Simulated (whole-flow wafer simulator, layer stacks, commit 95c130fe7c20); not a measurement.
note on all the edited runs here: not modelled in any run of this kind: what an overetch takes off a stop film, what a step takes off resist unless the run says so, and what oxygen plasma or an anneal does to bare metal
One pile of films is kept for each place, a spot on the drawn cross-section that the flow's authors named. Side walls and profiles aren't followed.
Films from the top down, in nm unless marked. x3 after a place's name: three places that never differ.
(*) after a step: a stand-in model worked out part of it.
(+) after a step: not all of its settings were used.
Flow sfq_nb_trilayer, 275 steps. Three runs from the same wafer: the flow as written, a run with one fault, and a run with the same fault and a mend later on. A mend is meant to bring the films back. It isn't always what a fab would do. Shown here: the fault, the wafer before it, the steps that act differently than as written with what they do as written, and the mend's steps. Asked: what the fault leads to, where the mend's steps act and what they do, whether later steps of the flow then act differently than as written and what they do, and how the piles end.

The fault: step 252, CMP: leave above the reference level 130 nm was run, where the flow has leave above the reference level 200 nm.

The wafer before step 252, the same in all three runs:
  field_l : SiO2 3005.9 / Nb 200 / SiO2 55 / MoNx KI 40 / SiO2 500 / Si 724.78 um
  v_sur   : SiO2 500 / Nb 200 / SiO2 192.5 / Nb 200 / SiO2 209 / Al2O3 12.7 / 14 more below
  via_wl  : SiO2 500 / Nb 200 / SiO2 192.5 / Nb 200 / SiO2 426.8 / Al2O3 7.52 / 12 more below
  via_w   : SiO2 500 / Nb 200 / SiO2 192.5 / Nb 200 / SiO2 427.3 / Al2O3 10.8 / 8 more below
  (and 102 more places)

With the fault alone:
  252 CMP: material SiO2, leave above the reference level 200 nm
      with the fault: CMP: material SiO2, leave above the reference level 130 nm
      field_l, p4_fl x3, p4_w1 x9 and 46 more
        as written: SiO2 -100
        with the fault: SiO2 -170
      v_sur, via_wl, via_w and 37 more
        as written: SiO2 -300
        with the fault: SiO2 -370
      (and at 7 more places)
  Later steps of the flow that act differently than as written (2 more steps differ only slightly, by at most 2% or 0.5 nm, whichever is larger, and aren't shown):
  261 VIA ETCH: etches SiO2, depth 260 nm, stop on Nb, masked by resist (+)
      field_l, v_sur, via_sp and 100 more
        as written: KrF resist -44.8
        with the fault: KrF resist -33.6
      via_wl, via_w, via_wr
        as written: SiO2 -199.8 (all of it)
        with the fault: SiO2 -129.8 (all of it)
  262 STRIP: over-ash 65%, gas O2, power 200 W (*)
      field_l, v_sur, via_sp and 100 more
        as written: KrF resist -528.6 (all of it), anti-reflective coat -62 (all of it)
        with the fault: KrF resist -539.9 (all of it), anti-reflective coat -62 (all of it)
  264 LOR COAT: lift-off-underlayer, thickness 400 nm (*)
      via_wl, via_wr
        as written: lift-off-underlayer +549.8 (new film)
        with the fault: lift-off-underlayer +497.4 (new film)
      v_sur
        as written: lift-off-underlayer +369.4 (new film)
        with the fault: lift-off-underlayer +380.1 (new film)
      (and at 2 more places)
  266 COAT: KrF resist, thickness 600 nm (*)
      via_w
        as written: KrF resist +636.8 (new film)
        with the fault: KrF resist +623.9 (new film)
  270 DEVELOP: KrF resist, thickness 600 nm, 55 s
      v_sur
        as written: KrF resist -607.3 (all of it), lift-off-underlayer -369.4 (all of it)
        with the fault: KrF resist -604.3 (all of it), lift-off-underlayer -380.1 (all of it)
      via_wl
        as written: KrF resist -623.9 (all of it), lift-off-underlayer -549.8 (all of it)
        with the fault: KrF resist -615.1 (all of it), lift-off-underlayer -497.4 (all of it)
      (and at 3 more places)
  At the end the piles differ from the flow's by more than 2% or 0.5 nm, whichever is larger, at field_l, v_sur, via_sp and 100 more.
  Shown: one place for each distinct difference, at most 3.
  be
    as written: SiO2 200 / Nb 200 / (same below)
    with the fault: SiO2 130 / Nb 200 / (same below)
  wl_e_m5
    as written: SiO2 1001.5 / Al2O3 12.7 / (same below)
    with the fault: SiO2 931.5 / Al2O3 12.7 / (same below)
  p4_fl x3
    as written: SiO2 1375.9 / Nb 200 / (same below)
    with the fault: SiO2 1305.9 / Nb 200 / (same below)

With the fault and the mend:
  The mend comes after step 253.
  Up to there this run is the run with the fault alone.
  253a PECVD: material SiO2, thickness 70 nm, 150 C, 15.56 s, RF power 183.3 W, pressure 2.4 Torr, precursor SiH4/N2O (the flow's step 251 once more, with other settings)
      field_l, v_sur, via_wl and 103 more
        SiO2 +70
  No later step of the flow acts differently than as written at any place that is followed.
  At the end the piles are the same as the flow's at every place that both follow.
